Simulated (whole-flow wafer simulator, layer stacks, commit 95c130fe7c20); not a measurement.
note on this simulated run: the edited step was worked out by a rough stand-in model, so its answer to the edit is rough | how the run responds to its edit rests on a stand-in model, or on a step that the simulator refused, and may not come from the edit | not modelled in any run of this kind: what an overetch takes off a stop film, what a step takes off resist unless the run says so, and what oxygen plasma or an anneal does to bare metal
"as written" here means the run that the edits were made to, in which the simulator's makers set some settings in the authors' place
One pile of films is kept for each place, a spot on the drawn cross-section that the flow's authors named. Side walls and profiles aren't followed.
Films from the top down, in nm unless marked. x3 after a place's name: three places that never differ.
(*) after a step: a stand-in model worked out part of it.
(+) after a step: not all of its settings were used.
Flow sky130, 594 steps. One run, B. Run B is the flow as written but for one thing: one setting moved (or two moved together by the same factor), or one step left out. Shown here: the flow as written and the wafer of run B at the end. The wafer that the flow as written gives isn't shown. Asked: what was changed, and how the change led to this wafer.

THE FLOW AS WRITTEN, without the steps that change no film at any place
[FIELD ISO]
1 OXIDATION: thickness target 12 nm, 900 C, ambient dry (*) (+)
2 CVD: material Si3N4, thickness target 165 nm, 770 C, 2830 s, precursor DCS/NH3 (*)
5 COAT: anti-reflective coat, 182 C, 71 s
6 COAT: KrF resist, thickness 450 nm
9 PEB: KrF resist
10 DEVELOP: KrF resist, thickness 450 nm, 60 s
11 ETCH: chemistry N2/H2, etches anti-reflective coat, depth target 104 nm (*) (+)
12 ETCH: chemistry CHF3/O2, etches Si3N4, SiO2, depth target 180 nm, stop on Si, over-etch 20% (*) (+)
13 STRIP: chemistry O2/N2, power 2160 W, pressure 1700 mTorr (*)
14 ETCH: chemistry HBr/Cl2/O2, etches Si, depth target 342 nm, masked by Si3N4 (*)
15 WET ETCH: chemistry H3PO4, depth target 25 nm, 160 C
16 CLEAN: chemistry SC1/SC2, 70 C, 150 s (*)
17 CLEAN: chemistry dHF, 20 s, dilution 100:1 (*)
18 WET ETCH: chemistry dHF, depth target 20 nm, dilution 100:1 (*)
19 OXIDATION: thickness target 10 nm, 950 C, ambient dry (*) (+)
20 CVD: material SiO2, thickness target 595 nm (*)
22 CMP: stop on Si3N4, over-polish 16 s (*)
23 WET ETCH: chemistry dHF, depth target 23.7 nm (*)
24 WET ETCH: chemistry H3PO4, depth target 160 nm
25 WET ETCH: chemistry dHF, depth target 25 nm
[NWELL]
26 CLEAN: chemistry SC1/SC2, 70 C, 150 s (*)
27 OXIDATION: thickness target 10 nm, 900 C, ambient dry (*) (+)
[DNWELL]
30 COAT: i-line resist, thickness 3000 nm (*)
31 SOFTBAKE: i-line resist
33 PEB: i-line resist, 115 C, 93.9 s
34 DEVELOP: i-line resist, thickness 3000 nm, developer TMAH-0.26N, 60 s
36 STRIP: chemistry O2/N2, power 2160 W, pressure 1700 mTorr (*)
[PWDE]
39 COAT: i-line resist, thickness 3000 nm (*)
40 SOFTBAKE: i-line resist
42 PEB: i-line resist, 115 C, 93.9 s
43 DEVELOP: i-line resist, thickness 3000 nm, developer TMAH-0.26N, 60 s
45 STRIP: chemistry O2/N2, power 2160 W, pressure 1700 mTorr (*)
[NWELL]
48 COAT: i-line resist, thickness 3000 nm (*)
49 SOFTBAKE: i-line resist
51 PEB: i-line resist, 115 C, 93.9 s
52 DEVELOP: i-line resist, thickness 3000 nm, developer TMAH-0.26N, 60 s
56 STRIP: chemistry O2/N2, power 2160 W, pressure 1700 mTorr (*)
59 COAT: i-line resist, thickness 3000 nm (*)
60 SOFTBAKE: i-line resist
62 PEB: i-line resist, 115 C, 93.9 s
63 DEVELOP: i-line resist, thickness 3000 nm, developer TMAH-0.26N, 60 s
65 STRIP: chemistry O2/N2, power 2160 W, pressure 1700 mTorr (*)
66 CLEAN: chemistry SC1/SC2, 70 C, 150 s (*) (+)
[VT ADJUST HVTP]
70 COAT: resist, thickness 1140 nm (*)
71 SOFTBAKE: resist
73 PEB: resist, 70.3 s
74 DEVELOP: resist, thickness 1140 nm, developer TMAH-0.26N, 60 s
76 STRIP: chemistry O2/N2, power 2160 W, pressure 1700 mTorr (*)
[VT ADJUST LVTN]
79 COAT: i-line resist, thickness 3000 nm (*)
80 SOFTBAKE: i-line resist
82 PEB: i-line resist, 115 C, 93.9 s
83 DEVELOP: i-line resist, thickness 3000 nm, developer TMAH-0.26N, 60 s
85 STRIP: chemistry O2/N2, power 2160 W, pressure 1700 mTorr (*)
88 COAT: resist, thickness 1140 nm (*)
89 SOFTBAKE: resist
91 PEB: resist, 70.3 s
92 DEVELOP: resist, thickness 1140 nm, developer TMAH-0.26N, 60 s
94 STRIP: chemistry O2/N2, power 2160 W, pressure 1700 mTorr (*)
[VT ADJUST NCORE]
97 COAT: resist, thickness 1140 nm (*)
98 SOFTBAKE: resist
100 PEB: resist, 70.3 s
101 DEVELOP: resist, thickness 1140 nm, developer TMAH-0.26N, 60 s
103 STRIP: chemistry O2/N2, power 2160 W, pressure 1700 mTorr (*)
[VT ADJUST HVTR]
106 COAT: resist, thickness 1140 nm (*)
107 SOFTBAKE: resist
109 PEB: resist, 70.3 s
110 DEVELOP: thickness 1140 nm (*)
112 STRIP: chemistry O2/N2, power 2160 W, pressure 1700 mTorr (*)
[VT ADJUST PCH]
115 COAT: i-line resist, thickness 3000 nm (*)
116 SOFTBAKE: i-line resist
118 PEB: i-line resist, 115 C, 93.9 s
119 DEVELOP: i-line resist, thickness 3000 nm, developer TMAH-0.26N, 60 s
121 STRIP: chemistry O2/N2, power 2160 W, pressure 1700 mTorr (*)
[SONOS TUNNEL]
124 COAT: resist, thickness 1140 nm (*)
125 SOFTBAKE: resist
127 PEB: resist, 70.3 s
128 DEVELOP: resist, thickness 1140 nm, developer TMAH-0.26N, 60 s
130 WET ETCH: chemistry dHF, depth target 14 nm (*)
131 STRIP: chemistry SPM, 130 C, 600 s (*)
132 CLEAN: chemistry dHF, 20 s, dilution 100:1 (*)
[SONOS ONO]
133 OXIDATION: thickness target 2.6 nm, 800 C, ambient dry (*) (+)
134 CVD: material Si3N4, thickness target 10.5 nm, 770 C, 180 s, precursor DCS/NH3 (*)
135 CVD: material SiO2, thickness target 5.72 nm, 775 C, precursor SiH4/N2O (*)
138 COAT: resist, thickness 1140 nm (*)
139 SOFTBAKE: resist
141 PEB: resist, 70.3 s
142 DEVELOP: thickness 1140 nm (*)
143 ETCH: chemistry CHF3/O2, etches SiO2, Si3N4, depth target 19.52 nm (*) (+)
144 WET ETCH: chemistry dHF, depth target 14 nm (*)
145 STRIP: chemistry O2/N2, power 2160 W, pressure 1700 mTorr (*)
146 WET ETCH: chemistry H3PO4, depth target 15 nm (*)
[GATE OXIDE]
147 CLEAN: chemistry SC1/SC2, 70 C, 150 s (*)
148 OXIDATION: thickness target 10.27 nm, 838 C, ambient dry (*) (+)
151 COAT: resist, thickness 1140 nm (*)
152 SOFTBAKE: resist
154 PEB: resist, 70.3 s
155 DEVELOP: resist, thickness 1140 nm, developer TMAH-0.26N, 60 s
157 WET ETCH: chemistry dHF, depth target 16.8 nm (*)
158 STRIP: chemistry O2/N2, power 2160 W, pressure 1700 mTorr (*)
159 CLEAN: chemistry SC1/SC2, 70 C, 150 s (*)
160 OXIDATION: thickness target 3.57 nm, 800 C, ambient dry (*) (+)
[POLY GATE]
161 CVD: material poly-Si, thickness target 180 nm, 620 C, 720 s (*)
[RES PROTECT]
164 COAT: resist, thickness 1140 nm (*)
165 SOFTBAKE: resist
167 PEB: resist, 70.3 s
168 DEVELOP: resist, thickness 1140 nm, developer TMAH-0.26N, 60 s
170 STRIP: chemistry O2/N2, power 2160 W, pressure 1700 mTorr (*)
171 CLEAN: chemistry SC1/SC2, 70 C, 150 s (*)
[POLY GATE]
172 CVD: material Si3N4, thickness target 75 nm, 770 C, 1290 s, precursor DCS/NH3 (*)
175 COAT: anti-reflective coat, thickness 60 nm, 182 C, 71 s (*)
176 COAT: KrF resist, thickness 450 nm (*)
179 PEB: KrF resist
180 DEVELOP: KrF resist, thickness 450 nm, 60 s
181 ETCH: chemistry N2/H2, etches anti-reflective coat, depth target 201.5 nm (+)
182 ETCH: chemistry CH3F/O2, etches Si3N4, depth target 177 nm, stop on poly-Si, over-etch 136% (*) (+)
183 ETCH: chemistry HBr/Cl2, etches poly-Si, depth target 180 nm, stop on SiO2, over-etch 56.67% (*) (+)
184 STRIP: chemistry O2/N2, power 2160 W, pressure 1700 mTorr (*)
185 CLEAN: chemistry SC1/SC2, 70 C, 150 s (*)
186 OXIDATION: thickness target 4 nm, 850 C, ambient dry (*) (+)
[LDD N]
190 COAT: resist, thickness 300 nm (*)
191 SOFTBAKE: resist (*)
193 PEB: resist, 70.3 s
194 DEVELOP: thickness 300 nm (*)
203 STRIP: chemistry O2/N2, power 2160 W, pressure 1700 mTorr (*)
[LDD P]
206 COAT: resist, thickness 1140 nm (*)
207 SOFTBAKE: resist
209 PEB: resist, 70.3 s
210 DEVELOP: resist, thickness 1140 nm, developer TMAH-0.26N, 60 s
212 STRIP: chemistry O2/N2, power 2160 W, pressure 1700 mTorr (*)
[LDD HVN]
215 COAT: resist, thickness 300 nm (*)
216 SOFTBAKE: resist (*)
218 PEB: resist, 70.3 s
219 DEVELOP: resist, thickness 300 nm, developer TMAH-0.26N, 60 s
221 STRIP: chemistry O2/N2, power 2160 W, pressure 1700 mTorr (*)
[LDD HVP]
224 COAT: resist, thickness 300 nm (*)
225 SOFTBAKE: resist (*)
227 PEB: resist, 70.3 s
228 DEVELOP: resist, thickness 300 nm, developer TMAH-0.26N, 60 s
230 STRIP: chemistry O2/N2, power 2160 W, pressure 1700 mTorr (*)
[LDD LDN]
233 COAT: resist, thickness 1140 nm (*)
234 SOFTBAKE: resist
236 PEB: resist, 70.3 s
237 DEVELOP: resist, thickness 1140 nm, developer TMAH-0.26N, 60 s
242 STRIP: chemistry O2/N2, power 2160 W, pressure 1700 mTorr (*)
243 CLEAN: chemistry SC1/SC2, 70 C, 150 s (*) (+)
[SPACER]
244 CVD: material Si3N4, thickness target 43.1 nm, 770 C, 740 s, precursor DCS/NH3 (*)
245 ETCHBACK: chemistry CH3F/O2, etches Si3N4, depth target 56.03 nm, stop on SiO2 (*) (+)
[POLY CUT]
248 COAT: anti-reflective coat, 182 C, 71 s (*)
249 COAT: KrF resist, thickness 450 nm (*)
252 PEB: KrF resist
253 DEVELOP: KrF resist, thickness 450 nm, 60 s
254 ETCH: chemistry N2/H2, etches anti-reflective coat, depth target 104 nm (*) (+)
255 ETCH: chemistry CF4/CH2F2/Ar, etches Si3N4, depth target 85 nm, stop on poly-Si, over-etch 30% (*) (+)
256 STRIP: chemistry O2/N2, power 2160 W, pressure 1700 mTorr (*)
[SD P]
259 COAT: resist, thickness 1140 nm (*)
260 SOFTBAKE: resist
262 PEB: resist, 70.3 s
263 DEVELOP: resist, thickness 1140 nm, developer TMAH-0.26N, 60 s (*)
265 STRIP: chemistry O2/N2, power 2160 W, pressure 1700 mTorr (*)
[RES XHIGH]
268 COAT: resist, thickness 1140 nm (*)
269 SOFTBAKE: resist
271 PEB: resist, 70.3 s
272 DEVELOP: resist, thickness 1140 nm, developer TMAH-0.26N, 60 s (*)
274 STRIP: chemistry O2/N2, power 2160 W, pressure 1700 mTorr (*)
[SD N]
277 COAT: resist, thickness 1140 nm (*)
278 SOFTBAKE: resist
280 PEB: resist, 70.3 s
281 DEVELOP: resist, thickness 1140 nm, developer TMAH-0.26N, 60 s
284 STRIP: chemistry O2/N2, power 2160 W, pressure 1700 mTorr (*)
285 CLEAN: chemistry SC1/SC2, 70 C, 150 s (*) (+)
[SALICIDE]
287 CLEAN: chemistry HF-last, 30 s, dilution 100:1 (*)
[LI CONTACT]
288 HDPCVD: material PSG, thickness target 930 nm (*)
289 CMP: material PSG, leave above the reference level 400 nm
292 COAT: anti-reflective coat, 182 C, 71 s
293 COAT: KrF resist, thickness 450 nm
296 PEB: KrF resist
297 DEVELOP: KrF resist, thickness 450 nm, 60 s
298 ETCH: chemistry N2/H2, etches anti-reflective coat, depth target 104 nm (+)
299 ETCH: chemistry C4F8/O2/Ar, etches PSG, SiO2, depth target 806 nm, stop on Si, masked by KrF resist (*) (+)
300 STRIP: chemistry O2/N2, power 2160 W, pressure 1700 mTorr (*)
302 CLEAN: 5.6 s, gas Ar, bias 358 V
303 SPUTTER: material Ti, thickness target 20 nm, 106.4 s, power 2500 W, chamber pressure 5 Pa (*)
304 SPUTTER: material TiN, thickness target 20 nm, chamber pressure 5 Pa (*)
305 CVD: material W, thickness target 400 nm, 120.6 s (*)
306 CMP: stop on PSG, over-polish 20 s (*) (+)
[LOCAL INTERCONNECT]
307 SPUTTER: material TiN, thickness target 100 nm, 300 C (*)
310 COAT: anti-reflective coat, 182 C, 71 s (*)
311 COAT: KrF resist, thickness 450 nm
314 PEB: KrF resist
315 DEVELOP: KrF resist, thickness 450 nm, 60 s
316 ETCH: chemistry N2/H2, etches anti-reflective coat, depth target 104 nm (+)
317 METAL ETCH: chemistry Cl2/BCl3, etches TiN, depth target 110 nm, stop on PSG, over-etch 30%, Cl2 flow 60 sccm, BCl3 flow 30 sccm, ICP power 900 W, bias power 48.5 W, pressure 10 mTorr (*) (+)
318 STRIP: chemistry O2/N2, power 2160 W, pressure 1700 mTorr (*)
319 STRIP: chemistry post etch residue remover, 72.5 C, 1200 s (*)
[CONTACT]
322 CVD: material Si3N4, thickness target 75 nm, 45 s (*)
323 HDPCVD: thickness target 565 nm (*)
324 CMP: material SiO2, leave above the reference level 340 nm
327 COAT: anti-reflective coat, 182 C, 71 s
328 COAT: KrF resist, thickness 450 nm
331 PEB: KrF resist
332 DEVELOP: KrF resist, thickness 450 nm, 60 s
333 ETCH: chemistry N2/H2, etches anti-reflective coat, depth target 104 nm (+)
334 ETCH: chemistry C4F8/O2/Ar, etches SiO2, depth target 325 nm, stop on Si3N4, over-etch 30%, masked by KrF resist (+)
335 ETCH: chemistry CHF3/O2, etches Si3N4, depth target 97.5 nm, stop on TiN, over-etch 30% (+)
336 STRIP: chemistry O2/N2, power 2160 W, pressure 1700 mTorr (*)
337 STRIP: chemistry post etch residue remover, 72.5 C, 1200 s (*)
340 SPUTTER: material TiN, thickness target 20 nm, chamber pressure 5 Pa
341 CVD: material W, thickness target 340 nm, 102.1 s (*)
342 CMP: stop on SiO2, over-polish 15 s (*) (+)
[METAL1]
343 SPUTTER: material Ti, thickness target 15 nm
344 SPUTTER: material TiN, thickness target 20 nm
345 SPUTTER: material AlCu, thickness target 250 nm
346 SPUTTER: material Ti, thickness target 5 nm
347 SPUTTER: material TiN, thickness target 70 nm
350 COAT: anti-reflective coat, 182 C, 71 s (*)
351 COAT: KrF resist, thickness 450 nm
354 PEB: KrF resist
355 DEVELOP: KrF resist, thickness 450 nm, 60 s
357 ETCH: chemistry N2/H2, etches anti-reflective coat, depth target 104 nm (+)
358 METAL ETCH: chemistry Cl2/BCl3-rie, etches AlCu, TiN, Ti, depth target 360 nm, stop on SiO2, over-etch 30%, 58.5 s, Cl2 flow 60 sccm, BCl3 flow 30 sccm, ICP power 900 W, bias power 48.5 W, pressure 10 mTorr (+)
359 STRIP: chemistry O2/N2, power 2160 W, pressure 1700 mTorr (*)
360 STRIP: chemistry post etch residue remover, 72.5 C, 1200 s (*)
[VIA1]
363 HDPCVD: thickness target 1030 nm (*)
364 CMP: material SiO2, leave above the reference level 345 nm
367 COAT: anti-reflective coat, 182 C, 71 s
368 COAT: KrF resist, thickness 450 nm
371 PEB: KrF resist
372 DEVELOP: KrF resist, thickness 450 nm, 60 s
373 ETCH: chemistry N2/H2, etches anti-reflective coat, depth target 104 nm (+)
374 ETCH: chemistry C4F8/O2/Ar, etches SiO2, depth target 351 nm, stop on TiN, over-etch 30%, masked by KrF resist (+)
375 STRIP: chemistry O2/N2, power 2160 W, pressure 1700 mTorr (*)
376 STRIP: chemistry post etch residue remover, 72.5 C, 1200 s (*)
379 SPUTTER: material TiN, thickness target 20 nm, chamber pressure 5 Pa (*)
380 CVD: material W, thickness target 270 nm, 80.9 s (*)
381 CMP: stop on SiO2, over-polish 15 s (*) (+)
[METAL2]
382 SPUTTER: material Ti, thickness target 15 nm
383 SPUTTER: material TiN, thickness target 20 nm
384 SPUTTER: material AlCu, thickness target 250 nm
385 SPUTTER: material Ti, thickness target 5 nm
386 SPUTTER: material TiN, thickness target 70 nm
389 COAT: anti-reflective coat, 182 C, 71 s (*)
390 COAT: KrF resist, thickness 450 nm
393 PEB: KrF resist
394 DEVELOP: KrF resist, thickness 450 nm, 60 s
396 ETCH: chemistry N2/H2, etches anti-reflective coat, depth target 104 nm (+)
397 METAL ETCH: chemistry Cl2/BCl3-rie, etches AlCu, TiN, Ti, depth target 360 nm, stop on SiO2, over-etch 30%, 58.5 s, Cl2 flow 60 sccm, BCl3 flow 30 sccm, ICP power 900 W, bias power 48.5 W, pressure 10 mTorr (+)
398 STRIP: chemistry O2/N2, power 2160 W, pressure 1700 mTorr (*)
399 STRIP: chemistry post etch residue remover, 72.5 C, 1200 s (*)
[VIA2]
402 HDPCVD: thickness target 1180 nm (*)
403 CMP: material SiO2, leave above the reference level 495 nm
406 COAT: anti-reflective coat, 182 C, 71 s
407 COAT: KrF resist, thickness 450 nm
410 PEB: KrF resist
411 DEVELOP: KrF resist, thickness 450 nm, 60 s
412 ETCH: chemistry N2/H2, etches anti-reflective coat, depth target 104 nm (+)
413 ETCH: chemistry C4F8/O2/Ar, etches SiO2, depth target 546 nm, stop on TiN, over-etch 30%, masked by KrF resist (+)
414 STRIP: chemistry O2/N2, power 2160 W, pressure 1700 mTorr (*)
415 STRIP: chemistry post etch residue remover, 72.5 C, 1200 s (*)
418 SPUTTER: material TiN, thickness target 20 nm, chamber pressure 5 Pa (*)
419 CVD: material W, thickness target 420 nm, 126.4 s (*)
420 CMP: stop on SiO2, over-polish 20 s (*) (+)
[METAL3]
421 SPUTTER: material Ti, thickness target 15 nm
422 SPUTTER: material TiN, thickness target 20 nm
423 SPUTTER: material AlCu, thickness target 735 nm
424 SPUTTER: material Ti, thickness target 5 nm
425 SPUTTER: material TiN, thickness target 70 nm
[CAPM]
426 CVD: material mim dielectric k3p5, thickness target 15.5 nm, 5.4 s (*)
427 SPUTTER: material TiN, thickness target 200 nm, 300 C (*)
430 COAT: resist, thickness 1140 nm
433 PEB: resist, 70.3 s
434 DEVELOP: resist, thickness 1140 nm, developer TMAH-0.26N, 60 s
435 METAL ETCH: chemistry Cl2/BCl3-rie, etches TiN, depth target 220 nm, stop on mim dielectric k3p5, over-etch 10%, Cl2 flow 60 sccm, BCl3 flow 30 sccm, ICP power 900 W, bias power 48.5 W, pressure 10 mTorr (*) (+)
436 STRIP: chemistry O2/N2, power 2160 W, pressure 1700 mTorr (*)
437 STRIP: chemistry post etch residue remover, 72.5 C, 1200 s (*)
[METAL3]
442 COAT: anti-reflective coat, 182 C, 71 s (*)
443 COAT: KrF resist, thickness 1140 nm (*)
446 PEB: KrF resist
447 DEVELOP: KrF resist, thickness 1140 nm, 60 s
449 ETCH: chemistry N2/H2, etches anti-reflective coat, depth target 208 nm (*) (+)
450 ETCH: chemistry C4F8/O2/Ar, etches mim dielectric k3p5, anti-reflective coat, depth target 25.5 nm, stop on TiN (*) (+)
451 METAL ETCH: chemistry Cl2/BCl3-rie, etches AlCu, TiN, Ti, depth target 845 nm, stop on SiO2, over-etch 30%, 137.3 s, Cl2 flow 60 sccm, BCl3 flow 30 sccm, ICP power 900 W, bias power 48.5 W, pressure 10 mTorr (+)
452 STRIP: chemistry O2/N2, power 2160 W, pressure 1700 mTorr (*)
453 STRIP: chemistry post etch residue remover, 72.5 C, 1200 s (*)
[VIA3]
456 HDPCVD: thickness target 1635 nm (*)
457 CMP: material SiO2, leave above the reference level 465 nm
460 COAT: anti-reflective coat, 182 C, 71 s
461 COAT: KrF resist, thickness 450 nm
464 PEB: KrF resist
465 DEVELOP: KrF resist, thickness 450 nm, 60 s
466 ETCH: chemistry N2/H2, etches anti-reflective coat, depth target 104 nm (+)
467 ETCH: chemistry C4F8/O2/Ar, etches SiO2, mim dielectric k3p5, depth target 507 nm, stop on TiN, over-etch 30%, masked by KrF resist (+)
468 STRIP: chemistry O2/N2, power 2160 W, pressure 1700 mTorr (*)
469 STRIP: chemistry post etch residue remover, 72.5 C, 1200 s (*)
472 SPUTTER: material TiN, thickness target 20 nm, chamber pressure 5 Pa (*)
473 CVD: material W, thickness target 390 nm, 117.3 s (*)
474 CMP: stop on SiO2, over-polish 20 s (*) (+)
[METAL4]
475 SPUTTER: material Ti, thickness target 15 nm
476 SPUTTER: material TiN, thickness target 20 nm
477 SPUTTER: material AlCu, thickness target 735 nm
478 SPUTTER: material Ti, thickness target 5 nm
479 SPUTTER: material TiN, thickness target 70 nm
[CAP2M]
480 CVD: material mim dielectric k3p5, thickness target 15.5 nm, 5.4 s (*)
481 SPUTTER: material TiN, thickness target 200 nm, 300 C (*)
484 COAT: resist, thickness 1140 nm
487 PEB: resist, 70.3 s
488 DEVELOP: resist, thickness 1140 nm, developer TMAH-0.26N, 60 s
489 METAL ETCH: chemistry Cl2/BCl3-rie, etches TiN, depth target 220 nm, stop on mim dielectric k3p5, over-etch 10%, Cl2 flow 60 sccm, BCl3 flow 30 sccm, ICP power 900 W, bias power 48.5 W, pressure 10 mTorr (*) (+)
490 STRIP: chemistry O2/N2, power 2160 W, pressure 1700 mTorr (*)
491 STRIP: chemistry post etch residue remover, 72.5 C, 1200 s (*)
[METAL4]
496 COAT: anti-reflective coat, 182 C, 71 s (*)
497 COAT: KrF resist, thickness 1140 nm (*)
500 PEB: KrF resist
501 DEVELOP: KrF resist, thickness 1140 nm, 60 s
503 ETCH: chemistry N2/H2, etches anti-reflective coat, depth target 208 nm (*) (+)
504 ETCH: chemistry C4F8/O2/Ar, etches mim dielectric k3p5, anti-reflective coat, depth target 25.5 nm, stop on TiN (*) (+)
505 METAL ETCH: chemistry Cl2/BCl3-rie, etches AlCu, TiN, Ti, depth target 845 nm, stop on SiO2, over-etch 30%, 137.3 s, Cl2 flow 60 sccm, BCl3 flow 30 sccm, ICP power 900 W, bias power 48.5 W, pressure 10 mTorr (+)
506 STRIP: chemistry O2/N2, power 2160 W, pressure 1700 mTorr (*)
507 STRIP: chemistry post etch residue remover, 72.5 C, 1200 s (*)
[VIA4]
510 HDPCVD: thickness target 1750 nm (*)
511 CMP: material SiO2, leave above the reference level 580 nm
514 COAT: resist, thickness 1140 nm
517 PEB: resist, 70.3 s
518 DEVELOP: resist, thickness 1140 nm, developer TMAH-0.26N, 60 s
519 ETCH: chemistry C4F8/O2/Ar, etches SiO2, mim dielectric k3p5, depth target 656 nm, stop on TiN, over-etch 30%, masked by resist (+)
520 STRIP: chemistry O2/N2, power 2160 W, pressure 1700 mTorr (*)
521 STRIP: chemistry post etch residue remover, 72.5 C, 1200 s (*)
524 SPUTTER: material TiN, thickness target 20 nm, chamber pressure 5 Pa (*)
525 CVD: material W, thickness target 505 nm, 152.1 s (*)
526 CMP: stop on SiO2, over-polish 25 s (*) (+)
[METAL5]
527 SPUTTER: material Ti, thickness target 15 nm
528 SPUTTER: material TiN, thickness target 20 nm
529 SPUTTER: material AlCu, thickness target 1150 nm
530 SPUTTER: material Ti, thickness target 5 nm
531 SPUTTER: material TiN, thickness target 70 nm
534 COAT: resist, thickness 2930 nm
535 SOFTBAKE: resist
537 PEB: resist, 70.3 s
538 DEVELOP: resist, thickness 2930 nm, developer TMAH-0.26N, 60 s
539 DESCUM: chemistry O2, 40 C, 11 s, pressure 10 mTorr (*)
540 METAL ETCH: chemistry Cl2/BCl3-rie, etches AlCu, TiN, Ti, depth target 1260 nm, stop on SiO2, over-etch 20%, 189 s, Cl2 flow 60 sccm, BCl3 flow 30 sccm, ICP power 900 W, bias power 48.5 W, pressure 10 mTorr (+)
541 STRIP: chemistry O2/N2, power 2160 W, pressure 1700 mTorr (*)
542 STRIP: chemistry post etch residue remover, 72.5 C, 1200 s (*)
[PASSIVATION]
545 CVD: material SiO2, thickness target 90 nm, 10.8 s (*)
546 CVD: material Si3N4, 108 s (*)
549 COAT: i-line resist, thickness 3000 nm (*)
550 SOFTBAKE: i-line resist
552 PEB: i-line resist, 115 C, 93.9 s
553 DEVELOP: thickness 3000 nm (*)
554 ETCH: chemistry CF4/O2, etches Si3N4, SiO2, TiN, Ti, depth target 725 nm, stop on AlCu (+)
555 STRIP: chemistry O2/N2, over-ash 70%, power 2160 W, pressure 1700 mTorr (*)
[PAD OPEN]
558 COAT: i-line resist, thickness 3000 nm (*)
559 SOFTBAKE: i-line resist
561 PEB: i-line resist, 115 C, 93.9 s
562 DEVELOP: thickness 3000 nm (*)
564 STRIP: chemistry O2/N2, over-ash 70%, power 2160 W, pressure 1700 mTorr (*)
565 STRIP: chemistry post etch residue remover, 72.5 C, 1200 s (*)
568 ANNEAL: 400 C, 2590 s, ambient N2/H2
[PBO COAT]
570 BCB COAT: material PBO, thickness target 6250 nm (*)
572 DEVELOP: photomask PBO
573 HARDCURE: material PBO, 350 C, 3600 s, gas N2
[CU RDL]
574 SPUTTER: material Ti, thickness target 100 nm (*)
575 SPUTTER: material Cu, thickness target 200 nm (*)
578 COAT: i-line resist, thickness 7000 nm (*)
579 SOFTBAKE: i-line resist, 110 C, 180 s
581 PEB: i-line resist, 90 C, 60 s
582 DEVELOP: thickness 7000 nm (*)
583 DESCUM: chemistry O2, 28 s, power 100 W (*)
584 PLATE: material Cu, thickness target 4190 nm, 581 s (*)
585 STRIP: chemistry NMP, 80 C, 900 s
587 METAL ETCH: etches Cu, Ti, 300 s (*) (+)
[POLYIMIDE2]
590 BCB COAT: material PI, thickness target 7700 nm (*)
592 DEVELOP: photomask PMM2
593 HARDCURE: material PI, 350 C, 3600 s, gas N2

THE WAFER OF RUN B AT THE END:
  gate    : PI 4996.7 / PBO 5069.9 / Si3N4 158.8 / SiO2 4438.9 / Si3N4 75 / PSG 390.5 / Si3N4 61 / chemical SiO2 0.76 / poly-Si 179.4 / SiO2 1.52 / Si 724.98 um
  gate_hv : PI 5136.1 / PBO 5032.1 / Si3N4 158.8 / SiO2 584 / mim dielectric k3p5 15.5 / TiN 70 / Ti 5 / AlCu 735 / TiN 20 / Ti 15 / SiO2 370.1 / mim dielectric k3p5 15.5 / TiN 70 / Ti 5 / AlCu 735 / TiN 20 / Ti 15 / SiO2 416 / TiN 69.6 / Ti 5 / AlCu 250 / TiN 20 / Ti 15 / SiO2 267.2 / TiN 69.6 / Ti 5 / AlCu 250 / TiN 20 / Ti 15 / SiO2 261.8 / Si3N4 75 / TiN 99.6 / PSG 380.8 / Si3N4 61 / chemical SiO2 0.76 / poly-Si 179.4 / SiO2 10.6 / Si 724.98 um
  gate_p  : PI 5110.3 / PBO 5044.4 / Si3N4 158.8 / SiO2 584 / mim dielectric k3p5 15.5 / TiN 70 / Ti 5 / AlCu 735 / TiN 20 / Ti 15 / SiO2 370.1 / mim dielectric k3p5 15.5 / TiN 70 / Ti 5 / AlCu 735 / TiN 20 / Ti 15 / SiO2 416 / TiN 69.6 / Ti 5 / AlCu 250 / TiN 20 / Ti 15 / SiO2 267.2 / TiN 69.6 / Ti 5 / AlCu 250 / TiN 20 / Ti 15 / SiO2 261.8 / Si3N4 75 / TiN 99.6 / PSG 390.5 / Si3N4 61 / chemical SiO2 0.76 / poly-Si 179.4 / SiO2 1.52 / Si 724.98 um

The cause: step 160, OXIDATION: thickness target 1.52 nm was run, where the flow has thickness target 3.57 nm.
It can be read off the wafer: gate has SiO2 1.52, and step 160 as written asks for 3.57 nm.

How the change led to this, step by step:
  160 OXIDATION: thickness target 3.57 nm, 800 C, ambient dry (*) (+)
      active, n_well, p_well and 58 more: SiO2 +1.52 (new film), chemical SiO2 -0.76 (all of it), Si -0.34 (as written it would be: SiO2 +3.57 (new film), chemical SiO2 -0.76 (all of it), Si -1.24)
  186 OXIDATION: thickness target 4 nm, 850 C, ambient dry (*) (+)
      active, p_well, spacer and 26 more: SiO2 +3.38, Si -1.49 (as written it would be: SiO2 +1.55, Si -0.68)
      ndiff_dn: SiO2 +3.15, Si -1.39 (as written it would be: SiO2 +1.52, Si -0.67)
  248 COAT: anti-reflective coat, 182 C, 71 s (*)
      gate_p: anti-reflective coat +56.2 (new film) (as written it would be: anti-reflective coat +55 (new film))
  256 STRIP: chemistry O2/N2, power 2160 W, pressure 1700 mTorr (*)
      gate_p: KrF resist -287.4 (all of it), anti-reflective coat -56.2 (all of it) (as written it would be: KrF resist -287.5 (all of it), anti-reflective coat -55 (all of it))
  306 CMP: stop on PSG, over-polish 20 s (*) (+)
      poly_licon: W -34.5 (as written it would be: W -33.3)
